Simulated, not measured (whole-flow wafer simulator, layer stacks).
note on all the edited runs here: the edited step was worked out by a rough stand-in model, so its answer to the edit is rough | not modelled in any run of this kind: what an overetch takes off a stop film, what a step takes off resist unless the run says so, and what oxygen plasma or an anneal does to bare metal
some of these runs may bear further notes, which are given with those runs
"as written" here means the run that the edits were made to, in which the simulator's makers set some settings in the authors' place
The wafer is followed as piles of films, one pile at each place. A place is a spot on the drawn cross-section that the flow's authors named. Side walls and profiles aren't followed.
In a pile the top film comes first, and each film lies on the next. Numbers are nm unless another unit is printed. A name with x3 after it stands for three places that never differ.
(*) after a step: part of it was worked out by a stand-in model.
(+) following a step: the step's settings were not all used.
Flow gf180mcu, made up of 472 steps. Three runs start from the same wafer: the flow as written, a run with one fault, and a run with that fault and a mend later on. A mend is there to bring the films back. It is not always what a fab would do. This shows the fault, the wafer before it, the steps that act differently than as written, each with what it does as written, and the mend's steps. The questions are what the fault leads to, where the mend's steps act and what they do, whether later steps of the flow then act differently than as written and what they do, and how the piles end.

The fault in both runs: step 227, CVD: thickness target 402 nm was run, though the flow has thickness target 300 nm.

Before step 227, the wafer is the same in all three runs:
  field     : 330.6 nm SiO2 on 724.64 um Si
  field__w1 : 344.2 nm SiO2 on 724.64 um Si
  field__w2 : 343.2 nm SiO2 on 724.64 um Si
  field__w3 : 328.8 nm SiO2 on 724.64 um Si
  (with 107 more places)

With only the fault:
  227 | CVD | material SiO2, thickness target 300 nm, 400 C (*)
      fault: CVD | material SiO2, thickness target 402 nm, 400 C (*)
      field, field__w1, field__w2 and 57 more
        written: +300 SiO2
        fault: +402 SiO2
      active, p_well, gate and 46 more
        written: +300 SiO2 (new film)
        fault: +402 SiO2 (new film)
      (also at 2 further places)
  Steps later in the flow that act otherwise than as written (not shown: 3 more steps that differ only slightly, by at most 2% or 0.5 nm, whichever is larger):
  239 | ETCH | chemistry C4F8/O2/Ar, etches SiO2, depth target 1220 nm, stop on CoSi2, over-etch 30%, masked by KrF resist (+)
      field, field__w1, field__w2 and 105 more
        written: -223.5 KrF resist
        fault: -244 KrF resist
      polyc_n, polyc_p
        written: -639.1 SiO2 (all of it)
        fault: -741.1 SiO2 (all of it)
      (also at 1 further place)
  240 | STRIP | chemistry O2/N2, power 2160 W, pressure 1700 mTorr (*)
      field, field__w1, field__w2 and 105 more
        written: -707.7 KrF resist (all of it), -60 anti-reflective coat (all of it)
        fault: -687.2 KrF resist (all of it), -60 anti-reflective coat (all of it)
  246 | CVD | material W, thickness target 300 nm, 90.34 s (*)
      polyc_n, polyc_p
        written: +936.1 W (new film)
        fault: +1038.1 W (new film)
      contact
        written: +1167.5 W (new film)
        fault: +1270.3 W (new film)
  The piles end different from the flow's at field__w8, contact, m1 and 6 more by more than 2% or 0.5 nm, whichever is larger.
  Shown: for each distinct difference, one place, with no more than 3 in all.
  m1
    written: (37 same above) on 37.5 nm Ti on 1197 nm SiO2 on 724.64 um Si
    fault: (37 same above) on 37.5 nm Ti on 1299 nm SiO2 on 724.64 um Si
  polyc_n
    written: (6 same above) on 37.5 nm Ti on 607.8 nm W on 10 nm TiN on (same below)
    fault: (6 same above) on 37.5 nm Ti on 709.8 nm W on 10 nm TiN on (same below)
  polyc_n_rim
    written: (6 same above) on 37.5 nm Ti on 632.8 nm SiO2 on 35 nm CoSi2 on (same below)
    fault: (6 same above) on 37.5 nm Ti on 734.8 nm SiO2 on 35 nm CoSi2 on (same below)

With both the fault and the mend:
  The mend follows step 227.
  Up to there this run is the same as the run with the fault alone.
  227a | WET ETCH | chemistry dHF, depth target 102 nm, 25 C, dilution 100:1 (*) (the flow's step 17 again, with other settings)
      field, field__w1, field__w2 and 108 more
        -102 SiO2
  None of the later steps of the flow differs from how it acts as written, at any place that is followed, by more than 2% or 0.5 nm, whichever is larger.
  At every place that both follow, the piles at the end match the flow's.
